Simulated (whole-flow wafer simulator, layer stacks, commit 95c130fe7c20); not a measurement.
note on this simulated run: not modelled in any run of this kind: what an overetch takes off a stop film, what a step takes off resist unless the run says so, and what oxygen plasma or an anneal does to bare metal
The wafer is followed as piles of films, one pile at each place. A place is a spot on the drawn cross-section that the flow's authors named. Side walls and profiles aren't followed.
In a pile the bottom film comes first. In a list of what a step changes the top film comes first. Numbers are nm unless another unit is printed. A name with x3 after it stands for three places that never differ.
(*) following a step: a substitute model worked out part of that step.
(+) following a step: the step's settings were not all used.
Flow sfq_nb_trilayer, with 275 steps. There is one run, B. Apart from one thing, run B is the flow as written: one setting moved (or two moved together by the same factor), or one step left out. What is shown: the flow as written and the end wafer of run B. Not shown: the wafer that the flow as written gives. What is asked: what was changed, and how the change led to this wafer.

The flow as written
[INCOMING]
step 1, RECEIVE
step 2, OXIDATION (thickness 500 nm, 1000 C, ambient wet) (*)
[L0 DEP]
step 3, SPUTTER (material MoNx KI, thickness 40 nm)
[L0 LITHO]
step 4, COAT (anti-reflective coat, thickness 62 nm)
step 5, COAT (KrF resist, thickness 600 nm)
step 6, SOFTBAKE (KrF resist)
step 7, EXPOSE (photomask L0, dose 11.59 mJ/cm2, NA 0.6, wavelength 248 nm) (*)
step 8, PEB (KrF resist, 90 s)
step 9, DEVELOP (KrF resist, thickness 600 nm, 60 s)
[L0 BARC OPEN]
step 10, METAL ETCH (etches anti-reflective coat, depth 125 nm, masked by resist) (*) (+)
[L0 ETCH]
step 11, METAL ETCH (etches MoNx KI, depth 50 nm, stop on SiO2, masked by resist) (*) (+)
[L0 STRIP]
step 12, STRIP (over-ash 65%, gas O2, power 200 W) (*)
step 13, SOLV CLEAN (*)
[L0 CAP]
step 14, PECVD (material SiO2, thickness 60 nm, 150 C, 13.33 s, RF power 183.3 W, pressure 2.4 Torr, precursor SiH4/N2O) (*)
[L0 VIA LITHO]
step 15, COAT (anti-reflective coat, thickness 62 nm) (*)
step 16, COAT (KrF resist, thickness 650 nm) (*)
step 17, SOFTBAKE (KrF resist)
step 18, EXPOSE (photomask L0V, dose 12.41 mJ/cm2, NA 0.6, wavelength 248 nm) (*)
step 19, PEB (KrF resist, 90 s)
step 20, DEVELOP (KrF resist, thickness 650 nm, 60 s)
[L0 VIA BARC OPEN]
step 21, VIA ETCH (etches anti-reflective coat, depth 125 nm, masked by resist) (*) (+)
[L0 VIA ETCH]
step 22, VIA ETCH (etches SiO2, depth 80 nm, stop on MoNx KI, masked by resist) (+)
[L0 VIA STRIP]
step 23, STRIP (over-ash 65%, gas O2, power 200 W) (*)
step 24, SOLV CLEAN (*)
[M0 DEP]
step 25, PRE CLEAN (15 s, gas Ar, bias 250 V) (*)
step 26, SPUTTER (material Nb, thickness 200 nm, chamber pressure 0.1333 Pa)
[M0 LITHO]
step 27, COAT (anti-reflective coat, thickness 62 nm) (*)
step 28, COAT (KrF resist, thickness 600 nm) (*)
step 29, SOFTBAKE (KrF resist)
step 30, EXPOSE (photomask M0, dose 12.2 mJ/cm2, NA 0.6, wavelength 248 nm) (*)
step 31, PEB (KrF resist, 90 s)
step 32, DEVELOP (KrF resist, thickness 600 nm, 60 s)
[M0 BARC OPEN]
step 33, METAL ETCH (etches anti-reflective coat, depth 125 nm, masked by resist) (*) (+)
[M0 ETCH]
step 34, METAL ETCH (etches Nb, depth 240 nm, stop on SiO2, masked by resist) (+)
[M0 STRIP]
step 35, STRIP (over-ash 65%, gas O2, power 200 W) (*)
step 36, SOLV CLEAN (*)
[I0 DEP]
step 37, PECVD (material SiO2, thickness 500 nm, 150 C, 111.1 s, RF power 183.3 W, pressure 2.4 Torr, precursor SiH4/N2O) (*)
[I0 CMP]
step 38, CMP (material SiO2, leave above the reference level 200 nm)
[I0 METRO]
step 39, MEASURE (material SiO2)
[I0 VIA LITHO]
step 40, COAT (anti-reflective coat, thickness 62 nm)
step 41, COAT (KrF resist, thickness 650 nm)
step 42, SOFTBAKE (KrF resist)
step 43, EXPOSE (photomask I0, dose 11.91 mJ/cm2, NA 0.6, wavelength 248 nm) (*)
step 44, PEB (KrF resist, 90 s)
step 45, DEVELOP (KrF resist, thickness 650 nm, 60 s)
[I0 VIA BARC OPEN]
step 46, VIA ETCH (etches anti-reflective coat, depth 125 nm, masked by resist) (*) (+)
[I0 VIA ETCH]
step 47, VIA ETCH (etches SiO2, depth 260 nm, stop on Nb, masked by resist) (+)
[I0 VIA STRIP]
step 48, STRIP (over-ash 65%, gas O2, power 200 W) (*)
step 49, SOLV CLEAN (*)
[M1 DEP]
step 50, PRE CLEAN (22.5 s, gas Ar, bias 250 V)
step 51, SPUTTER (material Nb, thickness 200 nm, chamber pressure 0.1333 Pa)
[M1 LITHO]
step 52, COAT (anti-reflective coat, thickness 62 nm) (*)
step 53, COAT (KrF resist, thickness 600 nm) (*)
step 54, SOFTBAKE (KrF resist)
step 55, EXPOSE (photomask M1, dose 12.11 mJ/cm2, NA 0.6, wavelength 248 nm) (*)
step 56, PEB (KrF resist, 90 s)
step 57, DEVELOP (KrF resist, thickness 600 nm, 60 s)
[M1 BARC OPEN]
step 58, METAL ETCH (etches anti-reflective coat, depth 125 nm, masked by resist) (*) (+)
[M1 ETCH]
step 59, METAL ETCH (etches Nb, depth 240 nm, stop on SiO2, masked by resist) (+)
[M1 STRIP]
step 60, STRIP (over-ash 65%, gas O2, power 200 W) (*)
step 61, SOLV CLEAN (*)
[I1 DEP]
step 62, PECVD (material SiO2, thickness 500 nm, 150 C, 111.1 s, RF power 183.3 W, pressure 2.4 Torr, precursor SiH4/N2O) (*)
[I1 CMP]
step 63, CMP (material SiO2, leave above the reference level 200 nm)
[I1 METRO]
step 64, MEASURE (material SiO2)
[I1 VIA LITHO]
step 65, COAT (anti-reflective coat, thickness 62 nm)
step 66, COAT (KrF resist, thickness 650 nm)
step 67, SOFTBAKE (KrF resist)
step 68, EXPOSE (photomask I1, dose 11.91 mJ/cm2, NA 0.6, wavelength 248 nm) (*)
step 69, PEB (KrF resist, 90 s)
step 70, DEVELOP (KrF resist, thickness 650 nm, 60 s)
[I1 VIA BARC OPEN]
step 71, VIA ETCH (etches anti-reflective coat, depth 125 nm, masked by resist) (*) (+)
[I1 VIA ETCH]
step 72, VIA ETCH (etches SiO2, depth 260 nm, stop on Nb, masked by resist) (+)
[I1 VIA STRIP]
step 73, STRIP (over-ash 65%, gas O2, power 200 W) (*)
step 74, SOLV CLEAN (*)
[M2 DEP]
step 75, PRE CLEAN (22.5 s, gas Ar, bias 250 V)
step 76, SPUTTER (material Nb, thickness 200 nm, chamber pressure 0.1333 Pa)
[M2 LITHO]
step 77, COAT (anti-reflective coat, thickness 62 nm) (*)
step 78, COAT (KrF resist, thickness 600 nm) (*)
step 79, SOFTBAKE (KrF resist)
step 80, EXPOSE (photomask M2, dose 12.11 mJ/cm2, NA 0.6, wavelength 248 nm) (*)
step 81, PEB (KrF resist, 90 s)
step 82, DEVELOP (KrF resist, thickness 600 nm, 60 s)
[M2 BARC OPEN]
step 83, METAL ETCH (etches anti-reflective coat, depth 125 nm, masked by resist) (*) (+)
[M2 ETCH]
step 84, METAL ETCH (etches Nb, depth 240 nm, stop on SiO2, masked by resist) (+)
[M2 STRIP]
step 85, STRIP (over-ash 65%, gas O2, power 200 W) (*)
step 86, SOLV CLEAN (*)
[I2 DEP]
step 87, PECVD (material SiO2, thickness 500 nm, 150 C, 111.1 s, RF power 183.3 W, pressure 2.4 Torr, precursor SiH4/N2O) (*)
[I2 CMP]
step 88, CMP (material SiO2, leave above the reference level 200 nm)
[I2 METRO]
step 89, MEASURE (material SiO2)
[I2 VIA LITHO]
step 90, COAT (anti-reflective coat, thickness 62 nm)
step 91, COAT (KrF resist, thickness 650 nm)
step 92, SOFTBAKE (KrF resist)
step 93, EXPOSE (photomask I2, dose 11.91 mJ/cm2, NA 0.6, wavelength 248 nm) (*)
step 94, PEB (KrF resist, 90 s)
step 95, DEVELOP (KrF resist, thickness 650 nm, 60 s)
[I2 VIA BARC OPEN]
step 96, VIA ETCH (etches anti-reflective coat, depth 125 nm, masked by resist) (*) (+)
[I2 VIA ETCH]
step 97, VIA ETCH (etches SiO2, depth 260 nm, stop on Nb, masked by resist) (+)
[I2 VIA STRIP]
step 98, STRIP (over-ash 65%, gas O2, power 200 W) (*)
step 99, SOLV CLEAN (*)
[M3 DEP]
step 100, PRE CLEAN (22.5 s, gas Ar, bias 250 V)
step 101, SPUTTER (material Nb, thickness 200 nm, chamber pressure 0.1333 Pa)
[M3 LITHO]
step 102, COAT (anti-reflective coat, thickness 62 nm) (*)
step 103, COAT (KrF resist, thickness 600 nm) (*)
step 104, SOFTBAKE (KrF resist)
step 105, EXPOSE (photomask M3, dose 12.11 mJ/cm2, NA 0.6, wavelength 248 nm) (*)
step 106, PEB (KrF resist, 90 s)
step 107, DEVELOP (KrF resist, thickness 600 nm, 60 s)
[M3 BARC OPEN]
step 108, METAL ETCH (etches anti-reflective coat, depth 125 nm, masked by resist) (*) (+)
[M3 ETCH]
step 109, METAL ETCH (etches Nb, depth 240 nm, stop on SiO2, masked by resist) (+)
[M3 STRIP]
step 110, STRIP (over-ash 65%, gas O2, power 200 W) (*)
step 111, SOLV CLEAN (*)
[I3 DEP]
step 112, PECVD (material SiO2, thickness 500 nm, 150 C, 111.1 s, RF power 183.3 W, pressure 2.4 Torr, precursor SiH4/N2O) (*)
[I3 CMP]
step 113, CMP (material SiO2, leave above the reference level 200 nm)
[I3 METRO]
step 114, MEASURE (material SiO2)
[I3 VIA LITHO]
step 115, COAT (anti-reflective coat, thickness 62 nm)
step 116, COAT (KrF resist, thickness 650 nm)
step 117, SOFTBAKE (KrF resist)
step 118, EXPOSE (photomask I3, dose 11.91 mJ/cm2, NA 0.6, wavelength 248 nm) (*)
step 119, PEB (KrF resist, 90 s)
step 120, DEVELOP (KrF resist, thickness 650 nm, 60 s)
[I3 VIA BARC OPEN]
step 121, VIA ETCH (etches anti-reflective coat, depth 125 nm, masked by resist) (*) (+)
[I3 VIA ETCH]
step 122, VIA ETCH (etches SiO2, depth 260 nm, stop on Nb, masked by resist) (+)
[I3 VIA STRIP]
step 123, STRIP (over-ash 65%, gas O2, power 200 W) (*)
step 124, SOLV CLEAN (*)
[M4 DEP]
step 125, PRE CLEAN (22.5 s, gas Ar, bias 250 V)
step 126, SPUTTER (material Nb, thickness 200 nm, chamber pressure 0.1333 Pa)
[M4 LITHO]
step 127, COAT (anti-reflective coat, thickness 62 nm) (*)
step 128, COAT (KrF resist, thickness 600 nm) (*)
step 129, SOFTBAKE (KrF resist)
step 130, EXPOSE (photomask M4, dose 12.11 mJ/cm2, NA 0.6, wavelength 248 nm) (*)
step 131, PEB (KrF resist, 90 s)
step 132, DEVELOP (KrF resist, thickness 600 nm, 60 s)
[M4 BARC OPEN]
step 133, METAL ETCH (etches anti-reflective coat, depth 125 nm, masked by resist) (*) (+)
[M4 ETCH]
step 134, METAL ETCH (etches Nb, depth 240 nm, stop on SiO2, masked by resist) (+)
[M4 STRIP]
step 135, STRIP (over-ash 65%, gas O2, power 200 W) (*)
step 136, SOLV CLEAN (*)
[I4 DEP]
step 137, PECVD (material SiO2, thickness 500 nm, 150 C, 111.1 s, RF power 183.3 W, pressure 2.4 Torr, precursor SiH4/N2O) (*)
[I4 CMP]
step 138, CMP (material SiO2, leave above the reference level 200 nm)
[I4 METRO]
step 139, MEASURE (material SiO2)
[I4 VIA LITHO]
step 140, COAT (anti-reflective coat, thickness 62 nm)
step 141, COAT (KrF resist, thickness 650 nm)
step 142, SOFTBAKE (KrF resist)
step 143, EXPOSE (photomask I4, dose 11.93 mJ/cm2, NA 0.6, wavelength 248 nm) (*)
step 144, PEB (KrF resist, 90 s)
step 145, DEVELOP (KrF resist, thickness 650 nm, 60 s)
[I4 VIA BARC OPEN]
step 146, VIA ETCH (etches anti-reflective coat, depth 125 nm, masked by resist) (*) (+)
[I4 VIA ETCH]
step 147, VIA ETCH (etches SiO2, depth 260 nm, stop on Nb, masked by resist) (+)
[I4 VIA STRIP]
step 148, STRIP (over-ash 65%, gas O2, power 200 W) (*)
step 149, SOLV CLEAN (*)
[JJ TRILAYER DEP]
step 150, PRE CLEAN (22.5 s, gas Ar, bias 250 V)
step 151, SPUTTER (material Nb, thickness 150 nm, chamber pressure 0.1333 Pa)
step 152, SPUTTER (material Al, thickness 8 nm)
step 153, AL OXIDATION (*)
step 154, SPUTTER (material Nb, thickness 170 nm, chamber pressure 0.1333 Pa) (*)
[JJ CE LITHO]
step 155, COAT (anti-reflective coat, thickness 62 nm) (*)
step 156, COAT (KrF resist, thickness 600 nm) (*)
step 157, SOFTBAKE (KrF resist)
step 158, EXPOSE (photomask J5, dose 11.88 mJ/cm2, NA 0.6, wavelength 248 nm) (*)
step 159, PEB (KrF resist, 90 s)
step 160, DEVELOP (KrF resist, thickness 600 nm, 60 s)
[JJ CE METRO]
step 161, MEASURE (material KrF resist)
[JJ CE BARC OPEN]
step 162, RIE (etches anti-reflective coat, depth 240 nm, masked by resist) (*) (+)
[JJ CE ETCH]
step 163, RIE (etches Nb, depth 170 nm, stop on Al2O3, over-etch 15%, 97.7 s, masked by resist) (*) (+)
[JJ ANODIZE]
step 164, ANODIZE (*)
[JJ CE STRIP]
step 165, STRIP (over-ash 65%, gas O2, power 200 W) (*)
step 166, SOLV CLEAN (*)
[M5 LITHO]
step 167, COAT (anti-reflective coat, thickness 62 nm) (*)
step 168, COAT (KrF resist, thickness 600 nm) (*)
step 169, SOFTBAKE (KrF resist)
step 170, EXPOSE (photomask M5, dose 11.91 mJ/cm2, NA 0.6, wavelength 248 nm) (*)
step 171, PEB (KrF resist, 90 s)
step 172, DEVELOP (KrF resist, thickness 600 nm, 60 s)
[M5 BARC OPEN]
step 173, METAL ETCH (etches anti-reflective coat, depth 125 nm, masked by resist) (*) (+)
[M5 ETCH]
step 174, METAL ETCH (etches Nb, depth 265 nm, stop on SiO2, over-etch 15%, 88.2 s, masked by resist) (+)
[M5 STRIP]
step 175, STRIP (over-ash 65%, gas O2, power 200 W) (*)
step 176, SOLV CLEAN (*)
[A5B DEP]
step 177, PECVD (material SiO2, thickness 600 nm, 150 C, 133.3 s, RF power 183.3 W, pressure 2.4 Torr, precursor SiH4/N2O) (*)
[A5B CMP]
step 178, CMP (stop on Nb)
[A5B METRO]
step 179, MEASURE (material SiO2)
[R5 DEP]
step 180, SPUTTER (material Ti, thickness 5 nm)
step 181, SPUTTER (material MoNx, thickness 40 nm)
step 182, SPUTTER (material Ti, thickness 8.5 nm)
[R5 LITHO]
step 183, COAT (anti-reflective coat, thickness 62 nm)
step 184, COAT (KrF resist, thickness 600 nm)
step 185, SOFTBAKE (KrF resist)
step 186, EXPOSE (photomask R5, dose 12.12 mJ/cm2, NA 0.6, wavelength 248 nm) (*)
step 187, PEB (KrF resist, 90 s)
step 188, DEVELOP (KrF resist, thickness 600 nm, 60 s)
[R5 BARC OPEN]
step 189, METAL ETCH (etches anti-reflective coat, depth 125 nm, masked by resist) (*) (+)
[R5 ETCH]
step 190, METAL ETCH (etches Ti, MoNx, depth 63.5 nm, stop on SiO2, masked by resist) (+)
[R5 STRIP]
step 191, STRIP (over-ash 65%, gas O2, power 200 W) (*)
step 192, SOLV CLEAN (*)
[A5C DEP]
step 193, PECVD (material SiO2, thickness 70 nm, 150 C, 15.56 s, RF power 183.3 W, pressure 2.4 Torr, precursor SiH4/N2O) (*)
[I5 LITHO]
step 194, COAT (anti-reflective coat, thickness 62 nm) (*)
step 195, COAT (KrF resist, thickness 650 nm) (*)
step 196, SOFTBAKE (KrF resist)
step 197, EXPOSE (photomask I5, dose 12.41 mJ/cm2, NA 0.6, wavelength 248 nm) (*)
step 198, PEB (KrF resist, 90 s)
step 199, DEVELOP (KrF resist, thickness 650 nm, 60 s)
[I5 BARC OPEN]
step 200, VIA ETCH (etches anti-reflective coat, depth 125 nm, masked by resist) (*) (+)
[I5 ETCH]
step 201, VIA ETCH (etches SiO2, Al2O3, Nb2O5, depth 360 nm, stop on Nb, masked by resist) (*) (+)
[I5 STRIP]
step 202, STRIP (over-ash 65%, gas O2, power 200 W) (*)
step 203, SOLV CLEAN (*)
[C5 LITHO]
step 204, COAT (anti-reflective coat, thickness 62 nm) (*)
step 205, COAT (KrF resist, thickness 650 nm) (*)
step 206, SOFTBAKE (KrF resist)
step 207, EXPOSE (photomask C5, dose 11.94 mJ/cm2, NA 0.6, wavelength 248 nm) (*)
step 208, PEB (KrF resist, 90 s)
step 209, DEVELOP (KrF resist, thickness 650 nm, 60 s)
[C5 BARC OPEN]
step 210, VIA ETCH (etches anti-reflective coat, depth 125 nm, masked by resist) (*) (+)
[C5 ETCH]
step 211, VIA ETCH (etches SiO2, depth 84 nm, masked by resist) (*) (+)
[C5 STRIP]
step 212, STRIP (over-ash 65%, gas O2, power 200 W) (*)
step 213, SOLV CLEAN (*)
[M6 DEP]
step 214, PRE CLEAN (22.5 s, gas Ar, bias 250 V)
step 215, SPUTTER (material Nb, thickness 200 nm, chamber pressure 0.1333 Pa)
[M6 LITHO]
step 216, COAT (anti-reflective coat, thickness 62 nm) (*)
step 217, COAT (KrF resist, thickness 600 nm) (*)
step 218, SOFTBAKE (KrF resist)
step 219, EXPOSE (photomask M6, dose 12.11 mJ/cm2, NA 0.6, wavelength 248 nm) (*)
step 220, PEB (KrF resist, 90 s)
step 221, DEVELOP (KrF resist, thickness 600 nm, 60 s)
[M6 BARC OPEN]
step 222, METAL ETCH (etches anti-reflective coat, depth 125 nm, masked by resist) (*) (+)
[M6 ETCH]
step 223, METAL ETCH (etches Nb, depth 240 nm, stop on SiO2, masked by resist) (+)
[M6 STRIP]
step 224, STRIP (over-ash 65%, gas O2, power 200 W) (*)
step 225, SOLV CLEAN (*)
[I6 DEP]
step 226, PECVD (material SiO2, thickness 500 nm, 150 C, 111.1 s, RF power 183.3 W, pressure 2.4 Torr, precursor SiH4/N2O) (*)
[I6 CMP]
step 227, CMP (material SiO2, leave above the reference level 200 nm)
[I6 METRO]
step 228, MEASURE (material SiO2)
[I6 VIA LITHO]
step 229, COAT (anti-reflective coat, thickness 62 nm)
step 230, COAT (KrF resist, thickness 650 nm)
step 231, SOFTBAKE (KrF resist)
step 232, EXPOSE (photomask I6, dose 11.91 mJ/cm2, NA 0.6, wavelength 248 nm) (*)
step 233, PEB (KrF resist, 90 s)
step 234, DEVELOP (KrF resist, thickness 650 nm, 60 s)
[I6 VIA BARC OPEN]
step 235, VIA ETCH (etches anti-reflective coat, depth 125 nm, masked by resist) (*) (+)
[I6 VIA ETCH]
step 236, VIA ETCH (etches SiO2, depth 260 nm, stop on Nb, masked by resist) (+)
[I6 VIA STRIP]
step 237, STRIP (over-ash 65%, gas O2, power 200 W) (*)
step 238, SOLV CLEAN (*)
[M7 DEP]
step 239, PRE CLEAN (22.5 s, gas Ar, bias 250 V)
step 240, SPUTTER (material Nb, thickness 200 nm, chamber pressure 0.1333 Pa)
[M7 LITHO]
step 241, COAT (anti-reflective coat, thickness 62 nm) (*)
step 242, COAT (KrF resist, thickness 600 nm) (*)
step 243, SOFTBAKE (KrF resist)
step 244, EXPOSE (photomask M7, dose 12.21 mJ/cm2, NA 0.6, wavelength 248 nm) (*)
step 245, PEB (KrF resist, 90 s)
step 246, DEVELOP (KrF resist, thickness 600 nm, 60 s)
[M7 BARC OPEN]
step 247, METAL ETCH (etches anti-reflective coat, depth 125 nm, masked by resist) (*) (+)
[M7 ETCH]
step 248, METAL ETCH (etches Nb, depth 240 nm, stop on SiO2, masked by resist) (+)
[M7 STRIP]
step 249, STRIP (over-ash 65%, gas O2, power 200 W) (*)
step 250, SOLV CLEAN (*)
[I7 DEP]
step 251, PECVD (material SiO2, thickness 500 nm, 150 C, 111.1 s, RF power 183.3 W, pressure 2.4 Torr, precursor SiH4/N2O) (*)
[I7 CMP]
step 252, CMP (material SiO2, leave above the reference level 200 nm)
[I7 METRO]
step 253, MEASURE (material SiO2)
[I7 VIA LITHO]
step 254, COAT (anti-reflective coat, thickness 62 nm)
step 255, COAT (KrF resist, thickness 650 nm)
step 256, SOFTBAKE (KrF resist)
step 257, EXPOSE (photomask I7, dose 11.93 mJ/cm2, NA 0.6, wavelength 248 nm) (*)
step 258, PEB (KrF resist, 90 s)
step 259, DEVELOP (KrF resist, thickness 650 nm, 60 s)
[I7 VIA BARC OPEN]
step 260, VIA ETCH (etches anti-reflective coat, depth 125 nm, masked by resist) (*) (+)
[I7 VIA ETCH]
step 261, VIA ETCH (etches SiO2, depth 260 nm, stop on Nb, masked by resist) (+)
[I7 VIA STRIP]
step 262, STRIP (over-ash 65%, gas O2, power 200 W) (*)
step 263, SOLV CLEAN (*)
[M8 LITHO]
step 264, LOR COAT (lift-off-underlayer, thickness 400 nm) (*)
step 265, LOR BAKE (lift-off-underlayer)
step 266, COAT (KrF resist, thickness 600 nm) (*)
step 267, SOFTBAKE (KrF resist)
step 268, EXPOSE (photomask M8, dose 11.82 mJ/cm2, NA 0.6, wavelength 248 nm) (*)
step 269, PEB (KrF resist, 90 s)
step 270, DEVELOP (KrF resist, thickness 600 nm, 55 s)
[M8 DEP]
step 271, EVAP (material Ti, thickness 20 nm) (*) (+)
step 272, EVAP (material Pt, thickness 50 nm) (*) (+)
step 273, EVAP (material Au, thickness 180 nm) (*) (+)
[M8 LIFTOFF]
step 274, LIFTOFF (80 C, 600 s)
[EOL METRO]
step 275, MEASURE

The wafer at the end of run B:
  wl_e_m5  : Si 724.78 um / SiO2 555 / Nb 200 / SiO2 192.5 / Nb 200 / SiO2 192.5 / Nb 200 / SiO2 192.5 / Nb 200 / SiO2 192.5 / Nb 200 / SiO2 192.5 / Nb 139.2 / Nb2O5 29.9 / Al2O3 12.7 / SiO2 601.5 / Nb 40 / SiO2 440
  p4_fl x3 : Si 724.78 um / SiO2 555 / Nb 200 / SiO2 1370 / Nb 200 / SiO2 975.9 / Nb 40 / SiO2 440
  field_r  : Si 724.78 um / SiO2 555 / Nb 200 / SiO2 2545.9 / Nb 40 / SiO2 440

What caused this: step 240, SPUTTER: thickness 280 nm was run, though the flow has thickness 200 nm.

How this came from the change, step by step:
  step 240, SPUTTER (material Nb, thickness 200 nm, chamber pressure 0.1333 Pa)
      field_l, v_sur, via_wl and 102 more: +280 Nb (new film) (it would be, as written: +200 Nb (new film))
      via_v: +226 Nb (it would be, as written: +161.1 Nb)
  step 248, METAL ETCH (etches Nb, depth 240 nm, stop on SiO2, masked by resist) (+)
      field_l, field_r, lsp_l and 62 more: -240 Nb (it would be, as written: -200 Nb (all of it))
  step 251, PECVD (material SiO2, thickness 500 nm, 150 C, 111.1 s, RF power 183.3 W, pressure 2.4 Torr, precursor SiH4/N2O) (*)
      field_l, p4_fl x3, p4_w1 x9 and 46 more: +500 SiO2 (new film) (it would be, as written: +500 SiO2)
      field_r, lsp_l: +473.2 SiO2 (new film) (it would be, as written: +477.7 SiO2)
      (also at 4 further places)
  step 252, CMP (material SiO2, leave above the reference level 200 nm)
      field_l, p4_fl x3, p4_w1 x9 and 46 more: -60 SiO2 (it would be, as written: -100 SiO2)
      field_r, lsp_l: -33.2 SiO2 (it would be, as written: -77.7 SiO2)
      (also at 3 further places)
Taking metal films that touch as one body, wl_e_m5 has 7 bodies (between them, from the top down: SiO2 601.5 / Al2O3 12.7 / Nb2O5 29.9; SiO2 192.5; SiO2 192.5; SiO2 192.5; SiO2 192.5; SiO2 192.5); the flow as written gives 6 bodies (between them, from the top down: SiO2 192.5; SiO2 192.5; SiO2 192.5; SiO2 192.5; SiO2 192.5).
Taking metal films that touch as one body, p4_fl x3 has 3 bodies (between them, from the top down: SiO2 975.9; SiO2 1370); the flow as written gives 2 bodies (between them, from the top down: SiO2 1370).
Taking metal films that touch as one body, field_r has 2 bodies (between them, from the top down: SiO2 2545.9); the flow as written gives 1 body.
